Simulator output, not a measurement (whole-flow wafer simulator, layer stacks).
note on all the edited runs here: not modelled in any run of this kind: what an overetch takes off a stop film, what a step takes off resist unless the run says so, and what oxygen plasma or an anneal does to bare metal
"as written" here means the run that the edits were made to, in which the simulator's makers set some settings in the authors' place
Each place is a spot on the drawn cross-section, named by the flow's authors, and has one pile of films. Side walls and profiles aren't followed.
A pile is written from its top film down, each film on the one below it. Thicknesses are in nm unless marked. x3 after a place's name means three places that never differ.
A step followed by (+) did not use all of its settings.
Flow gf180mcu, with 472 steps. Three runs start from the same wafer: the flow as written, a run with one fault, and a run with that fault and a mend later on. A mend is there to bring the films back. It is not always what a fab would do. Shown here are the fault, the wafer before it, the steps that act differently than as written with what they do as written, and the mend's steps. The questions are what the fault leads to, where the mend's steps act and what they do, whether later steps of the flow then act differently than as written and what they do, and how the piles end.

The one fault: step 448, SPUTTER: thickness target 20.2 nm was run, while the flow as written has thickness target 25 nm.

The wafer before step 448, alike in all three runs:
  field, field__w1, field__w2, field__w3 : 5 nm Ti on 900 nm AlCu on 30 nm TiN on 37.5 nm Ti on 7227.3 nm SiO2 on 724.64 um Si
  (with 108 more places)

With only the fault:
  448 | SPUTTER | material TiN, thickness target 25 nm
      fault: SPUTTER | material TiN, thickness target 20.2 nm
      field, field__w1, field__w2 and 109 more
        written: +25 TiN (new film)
        fault: +20.2 TiN (new film)
  Steps further on in the flow that do not act as written (5 other steps are not shown; they differ only slightly, by no more than 2% or 0.5 nm, whichever is larger):
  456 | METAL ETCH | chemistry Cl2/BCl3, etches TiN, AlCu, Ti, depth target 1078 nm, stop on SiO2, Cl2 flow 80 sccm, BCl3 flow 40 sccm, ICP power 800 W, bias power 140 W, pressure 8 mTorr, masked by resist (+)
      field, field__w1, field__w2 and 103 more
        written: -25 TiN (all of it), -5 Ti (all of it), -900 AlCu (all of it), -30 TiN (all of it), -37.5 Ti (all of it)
        fault: -20.2 TiN (all of it), -5 Ti (all of it), -900 AlCu (all of it), -30 TiN (all of it), -37.5 Ti (all of it)
  At field__w8, contact, m1, m1__w1, pad, m1_nw, the piles at the end differ from the flow's by more than 2% or 0.5 nm, whichever is larger.
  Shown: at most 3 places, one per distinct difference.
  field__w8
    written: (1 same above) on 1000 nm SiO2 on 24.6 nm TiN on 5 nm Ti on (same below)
    fault: (1 same above) on 1000 nm SiO2 on 19.8 nm TiN on 5 nm Ti on (same below)
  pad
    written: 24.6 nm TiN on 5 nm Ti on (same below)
    fault: 19.8 nm TiN on 5 nm Ti on (same below)

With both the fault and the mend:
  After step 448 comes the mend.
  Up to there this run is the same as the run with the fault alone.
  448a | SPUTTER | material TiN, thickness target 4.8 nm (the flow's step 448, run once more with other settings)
      field, field__w1, field__w2 and 109 more
        +4.8 TiN
  Every later step of the flow that is run acts as written at every place that is followed.
  By the end, the piles equal the flow's at every place that both follow.
